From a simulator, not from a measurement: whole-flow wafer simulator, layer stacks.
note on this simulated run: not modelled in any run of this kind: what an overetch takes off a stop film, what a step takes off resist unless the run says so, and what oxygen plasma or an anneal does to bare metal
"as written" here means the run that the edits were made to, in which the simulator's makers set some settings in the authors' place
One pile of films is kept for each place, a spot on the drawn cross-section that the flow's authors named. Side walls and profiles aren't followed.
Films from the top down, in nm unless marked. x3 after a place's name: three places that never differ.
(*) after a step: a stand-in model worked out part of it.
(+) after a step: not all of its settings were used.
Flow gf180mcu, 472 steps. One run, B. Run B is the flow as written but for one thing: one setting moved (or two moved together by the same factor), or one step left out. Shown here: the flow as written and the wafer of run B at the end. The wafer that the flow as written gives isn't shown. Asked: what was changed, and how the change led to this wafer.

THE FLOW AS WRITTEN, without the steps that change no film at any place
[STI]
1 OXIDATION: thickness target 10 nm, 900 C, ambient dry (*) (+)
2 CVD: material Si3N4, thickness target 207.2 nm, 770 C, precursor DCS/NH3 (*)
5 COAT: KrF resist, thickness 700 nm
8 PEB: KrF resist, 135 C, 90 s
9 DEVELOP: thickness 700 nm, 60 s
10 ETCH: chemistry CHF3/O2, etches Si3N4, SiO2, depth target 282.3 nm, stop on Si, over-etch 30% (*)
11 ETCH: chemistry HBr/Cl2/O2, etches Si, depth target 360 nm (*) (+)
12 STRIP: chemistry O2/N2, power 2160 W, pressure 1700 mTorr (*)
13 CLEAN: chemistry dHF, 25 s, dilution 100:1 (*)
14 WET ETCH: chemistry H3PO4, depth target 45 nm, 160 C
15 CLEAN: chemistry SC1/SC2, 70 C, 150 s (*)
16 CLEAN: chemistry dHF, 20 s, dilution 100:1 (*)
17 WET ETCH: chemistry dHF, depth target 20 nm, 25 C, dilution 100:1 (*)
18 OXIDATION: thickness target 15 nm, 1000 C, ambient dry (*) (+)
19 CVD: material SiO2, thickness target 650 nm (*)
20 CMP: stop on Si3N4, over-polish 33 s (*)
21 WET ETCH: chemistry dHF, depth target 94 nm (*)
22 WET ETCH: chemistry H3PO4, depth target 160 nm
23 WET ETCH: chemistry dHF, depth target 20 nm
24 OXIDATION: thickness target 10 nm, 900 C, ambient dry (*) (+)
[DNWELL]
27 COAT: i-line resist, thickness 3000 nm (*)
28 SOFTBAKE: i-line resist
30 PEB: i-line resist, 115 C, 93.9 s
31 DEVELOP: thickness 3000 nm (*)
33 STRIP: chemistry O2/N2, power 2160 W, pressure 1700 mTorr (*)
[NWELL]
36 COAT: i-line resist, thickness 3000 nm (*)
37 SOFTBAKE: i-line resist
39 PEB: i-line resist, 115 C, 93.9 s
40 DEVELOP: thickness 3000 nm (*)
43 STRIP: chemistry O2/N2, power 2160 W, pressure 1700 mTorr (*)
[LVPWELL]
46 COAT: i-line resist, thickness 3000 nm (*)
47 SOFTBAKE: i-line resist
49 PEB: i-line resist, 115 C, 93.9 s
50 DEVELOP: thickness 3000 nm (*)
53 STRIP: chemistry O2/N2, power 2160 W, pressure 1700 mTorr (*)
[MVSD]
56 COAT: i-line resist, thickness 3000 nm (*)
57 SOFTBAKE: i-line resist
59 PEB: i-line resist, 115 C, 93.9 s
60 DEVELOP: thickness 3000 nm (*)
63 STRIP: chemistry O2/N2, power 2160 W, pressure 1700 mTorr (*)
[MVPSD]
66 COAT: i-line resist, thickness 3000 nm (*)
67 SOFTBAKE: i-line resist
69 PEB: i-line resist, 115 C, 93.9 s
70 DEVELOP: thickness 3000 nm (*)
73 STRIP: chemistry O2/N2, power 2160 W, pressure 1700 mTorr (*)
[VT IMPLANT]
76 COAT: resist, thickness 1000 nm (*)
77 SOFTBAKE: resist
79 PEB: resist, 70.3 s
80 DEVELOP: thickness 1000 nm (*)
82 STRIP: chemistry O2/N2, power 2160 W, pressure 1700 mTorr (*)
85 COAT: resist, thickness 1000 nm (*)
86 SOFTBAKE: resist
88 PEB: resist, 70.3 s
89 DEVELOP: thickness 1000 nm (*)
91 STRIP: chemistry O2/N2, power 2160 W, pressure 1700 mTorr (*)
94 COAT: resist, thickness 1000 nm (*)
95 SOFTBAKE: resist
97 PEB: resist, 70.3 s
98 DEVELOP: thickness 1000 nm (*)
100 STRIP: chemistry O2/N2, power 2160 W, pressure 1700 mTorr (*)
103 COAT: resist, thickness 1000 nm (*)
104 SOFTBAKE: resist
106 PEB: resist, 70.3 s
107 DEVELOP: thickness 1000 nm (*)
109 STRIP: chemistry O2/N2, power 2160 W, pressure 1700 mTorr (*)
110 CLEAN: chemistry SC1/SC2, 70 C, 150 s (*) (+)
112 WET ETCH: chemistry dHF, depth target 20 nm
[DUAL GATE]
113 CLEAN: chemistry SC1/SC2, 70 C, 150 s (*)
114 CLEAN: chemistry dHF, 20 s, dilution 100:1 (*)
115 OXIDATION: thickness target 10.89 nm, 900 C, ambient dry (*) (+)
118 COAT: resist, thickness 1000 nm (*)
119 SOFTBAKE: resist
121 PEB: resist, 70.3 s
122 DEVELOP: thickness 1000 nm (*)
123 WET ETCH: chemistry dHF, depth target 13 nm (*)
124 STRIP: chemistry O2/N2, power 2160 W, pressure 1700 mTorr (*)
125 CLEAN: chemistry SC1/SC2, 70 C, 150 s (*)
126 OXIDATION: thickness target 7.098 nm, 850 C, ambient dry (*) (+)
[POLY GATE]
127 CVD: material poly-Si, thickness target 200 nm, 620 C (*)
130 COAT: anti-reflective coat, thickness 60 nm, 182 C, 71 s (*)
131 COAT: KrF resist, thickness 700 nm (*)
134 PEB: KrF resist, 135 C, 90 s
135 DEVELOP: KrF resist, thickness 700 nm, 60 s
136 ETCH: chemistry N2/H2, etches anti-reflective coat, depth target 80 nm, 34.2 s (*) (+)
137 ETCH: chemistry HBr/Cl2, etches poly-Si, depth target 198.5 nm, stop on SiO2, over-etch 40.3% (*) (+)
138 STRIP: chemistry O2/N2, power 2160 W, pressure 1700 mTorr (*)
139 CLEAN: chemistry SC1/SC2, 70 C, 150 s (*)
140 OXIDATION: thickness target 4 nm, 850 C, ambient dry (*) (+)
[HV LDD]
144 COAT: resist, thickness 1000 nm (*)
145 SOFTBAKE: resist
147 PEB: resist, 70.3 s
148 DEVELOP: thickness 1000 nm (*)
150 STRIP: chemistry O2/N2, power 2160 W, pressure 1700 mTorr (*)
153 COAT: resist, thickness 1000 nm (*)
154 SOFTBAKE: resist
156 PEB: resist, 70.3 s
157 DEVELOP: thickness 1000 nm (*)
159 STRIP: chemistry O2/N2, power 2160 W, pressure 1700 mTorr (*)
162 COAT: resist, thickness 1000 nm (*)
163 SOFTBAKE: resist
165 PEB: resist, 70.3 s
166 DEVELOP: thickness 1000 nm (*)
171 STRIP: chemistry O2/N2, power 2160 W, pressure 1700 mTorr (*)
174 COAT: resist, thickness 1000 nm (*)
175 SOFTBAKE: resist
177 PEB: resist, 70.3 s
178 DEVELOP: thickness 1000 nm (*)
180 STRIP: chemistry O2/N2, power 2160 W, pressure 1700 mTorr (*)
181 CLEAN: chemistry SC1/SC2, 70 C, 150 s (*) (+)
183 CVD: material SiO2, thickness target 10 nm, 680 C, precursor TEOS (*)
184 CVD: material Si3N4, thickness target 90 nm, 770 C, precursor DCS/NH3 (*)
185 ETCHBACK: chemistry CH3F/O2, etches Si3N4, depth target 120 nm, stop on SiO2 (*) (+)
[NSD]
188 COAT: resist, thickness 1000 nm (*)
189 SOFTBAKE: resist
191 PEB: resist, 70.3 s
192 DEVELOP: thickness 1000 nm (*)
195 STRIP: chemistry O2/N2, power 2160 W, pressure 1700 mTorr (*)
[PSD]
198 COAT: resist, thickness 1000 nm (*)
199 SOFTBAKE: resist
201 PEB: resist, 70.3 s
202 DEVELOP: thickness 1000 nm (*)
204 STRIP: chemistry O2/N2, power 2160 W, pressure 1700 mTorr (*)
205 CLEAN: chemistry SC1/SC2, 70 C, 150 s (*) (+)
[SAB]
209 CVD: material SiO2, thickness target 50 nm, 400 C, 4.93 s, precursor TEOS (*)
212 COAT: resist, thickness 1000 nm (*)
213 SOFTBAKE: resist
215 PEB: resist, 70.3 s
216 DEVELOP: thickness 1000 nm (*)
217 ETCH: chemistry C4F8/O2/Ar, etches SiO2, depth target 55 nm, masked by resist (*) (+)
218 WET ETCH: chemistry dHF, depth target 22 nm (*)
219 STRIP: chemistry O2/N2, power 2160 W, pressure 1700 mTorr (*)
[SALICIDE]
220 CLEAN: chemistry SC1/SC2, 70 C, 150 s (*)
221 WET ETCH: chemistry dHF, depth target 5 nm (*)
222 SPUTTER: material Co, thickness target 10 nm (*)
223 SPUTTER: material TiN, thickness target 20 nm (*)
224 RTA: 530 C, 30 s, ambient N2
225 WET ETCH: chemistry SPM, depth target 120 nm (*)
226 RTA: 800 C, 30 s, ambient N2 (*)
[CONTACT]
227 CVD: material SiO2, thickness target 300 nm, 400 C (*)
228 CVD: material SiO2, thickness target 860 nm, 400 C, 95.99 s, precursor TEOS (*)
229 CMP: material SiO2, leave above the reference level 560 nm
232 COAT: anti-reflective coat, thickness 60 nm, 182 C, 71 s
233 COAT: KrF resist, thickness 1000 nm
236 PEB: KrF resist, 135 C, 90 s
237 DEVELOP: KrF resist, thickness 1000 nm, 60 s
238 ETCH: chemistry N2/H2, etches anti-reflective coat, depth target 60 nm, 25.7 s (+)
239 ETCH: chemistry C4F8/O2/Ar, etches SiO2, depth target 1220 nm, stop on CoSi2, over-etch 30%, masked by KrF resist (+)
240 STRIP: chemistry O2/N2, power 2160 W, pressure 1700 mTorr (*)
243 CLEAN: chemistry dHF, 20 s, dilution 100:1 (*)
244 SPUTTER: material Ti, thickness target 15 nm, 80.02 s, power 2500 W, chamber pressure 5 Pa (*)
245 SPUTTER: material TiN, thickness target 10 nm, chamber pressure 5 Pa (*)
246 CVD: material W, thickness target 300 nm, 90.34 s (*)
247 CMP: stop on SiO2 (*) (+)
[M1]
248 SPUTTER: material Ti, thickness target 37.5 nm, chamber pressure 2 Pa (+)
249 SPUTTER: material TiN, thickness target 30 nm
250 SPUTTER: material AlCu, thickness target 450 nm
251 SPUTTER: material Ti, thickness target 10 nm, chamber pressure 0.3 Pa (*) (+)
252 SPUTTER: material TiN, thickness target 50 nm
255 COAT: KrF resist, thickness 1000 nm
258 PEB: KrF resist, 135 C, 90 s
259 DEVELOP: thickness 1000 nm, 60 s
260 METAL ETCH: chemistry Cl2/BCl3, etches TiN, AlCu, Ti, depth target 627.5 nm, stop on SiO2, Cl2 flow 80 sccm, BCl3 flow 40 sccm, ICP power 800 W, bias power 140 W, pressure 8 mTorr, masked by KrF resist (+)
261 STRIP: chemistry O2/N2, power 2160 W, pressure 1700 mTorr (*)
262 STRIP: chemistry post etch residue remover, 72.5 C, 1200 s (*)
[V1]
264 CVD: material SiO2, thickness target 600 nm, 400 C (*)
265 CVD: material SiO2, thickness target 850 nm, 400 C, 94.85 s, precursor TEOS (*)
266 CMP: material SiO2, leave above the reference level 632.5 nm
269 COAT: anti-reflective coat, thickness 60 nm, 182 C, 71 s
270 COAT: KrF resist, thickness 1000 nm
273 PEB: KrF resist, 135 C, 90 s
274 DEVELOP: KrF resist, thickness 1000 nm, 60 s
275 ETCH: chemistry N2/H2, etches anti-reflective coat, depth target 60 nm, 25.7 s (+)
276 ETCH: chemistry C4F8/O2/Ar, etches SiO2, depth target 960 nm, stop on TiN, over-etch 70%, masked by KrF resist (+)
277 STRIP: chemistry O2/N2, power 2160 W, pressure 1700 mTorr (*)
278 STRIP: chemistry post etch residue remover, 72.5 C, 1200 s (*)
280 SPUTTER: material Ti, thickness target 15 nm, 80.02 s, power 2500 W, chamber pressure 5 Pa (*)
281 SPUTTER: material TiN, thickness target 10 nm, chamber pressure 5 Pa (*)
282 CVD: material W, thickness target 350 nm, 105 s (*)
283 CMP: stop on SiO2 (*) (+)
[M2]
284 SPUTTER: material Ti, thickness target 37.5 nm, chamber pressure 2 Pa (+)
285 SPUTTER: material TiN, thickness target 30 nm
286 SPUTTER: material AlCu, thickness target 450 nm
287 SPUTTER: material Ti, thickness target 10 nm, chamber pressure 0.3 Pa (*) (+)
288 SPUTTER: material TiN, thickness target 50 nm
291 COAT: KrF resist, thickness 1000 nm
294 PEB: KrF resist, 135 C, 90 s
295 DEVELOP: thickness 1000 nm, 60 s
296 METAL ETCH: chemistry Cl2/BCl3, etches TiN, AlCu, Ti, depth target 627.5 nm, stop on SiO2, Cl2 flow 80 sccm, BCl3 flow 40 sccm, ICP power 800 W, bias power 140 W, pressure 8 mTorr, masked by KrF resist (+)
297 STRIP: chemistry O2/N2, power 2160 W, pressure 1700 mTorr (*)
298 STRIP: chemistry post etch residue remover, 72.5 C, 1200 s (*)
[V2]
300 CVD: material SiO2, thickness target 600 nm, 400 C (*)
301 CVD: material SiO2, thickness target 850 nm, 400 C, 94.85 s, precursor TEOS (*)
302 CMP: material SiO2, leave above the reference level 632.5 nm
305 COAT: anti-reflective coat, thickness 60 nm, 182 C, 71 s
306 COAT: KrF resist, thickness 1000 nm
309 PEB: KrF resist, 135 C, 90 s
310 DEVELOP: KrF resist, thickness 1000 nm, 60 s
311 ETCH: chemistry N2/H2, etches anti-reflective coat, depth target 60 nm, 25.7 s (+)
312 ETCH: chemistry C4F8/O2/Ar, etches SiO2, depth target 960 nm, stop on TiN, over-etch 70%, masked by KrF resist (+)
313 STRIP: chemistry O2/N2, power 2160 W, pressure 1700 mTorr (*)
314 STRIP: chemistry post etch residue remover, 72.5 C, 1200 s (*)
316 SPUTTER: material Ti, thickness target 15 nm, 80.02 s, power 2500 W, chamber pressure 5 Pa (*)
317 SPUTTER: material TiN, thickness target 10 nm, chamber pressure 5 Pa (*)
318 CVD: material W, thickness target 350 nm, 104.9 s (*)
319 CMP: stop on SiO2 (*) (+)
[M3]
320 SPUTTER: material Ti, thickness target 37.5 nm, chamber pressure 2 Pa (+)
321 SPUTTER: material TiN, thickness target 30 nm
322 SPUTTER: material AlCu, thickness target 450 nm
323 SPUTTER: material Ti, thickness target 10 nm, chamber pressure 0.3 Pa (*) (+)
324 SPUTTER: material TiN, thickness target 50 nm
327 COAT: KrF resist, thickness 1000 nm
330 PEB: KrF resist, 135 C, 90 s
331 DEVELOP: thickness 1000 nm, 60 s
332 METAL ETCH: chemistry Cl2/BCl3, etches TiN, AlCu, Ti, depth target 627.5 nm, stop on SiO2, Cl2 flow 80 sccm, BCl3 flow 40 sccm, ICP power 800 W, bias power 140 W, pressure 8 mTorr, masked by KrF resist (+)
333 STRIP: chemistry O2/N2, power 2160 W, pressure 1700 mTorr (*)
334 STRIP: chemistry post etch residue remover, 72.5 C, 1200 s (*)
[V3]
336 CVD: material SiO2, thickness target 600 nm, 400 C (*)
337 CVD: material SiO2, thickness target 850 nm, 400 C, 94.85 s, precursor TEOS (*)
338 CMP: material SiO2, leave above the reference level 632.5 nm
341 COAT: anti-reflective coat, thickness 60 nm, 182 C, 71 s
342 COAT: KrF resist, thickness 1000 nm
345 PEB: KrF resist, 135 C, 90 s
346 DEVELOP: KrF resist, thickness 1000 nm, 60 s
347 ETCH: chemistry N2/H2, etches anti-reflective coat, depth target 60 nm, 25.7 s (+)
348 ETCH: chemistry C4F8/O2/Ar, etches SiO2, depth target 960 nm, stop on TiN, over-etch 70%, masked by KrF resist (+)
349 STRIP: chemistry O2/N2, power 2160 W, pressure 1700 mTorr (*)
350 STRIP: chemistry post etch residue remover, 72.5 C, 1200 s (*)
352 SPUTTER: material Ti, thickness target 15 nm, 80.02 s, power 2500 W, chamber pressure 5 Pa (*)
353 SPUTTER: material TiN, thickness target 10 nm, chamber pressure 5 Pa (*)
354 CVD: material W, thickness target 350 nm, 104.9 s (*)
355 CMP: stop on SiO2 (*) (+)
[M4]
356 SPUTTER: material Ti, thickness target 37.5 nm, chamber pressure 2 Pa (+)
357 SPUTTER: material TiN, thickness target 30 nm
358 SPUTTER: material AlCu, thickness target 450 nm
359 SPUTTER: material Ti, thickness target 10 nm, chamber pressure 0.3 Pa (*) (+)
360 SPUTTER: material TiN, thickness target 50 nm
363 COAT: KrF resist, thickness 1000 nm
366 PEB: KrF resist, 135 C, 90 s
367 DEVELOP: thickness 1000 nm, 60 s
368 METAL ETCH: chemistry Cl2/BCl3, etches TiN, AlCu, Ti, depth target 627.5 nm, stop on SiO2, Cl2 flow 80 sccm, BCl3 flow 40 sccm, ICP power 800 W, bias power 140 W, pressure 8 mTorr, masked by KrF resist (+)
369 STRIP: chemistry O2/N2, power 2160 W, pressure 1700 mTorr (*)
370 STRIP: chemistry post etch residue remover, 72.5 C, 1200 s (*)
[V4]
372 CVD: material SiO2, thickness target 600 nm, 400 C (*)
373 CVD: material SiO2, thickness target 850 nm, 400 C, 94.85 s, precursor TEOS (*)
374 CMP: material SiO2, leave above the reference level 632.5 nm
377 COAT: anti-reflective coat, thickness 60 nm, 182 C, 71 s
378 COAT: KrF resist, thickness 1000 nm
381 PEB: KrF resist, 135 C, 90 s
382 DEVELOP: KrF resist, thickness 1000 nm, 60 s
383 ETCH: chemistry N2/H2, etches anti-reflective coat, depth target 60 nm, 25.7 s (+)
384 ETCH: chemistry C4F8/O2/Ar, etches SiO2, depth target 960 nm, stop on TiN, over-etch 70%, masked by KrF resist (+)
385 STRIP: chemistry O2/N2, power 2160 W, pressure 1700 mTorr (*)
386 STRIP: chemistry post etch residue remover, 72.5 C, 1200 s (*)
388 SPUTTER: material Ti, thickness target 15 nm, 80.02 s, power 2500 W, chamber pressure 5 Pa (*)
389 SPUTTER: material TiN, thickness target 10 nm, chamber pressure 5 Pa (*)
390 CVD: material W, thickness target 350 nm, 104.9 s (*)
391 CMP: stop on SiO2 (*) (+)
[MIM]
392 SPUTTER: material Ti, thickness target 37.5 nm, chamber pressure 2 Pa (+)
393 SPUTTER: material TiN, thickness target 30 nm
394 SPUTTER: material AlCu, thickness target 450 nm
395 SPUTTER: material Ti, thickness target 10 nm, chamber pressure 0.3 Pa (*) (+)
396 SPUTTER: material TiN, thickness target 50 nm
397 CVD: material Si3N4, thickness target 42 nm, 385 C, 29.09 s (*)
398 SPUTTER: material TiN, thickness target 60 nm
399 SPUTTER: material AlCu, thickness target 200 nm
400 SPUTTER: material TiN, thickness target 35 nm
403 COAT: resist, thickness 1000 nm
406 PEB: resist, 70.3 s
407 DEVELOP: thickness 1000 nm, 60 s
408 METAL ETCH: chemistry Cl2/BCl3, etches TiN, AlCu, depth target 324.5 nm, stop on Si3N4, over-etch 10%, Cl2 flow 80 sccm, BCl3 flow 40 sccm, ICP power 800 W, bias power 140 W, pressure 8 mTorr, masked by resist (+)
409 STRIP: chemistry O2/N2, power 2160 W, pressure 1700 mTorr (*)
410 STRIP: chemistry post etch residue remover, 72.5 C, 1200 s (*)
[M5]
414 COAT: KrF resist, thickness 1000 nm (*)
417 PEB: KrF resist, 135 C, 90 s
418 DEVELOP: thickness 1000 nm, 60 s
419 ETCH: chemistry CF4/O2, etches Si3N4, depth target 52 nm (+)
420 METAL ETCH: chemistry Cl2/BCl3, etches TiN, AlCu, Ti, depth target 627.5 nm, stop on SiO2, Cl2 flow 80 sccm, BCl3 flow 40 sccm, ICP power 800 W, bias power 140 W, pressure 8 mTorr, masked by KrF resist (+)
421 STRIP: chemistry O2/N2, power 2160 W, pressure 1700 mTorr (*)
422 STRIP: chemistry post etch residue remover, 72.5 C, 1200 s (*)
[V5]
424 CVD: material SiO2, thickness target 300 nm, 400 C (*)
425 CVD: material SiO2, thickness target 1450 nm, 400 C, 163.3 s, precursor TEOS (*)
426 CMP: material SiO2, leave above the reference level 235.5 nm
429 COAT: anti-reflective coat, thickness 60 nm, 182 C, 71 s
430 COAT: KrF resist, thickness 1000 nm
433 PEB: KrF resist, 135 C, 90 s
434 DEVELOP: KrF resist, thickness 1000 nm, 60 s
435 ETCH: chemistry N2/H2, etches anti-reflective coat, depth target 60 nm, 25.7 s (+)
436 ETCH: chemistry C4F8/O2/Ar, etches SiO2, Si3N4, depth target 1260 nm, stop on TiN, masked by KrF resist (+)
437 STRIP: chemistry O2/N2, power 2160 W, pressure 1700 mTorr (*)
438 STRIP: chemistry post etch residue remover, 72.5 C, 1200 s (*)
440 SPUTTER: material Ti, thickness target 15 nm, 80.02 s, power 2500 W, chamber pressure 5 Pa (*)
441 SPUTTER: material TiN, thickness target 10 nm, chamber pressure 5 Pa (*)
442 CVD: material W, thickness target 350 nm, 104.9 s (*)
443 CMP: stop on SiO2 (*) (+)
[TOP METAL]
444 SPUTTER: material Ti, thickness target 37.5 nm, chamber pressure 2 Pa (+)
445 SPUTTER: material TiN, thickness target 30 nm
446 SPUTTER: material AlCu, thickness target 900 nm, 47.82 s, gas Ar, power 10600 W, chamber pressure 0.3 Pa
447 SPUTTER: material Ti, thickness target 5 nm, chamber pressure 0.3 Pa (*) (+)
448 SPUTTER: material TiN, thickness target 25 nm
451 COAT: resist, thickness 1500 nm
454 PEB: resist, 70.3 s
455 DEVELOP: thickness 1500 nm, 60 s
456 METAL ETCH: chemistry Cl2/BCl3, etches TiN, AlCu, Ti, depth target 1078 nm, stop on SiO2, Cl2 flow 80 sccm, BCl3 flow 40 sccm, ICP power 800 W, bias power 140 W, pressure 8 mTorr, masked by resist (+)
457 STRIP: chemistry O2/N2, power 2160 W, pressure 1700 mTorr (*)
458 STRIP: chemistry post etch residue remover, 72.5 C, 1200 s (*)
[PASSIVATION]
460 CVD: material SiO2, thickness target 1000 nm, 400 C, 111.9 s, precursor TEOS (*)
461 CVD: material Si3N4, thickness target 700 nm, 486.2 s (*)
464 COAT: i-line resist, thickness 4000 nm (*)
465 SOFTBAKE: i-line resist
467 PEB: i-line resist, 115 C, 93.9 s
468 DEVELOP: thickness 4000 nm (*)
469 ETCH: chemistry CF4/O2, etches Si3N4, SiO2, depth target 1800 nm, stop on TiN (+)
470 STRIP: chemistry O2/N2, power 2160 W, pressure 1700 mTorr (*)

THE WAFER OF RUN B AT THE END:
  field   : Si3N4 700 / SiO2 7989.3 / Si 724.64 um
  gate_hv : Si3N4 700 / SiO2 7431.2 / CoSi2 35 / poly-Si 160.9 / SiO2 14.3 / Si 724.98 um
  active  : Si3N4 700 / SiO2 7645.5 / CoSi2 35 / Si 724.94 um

The cause: step 394, SPUTTER: thickness target 212 nm was run, where the flow has thickness target 450 nm.

How the change led to this, step by step:
  394 SPUTTER: material AlCu, thickness target 450 nm
      field, field__w1, field__w2 and 108 more: AlCu +212 (new film) (as written it would be: AlCu +450 (new film))
  420 METAL ETCH: chemistry Cl2/BCl3, etches TiN, AlCu, Ti, depth target 627.5 nm, stop on SiO2, Cl2 flow 80 sccm, BCl3 flow 40 sccm, ICP power 800 W, bias power 140 W, pressure 8 mTorr, masked by KrF resist (+)
      field, field__w1, field__w2 and 101 more: TiN -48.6 (all of it), Ti -10 (all of it), AlCu -212 (all of it), TiN -30 (all of it), Ti -37.5 (all of it) (as written it would be: TiN -48.6 (all of it), Ti -10 (all of it), AlCu -450 (all of it), TiN -30 (all of it), Ti -37.5 (all of it))
      field__w4, field__w8, contact, m1, m1__w1, mim, mim_1p0, m1_nw: KrF resist -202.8 (as written it would be: KrF resist -251)
  421 STRIP: chemistry O2/N2, power 2160 W, pressure 1700 mTorr (*)
      field__w8, m1__w1: KrF resist -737 (all of it) (as written it would be: KrF resist -688.9 (all of it))
      contact, m1: KrF resist -737.5 (all of it) (as written it would be: KrF resist -689.3 (all of it))
      (and at 4 more places)
  426 CMP: material SiO2, leave above the reference level 235.5 nm
      field, field__w1, field__w5 and 92 more: SiO2 -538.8 (as written it would be: SiO2 -300.8)
      field__w2, field__w3, field__w12 and 6 more: SiO2 -521.5 (as written it would be: SiO2 -272.7)
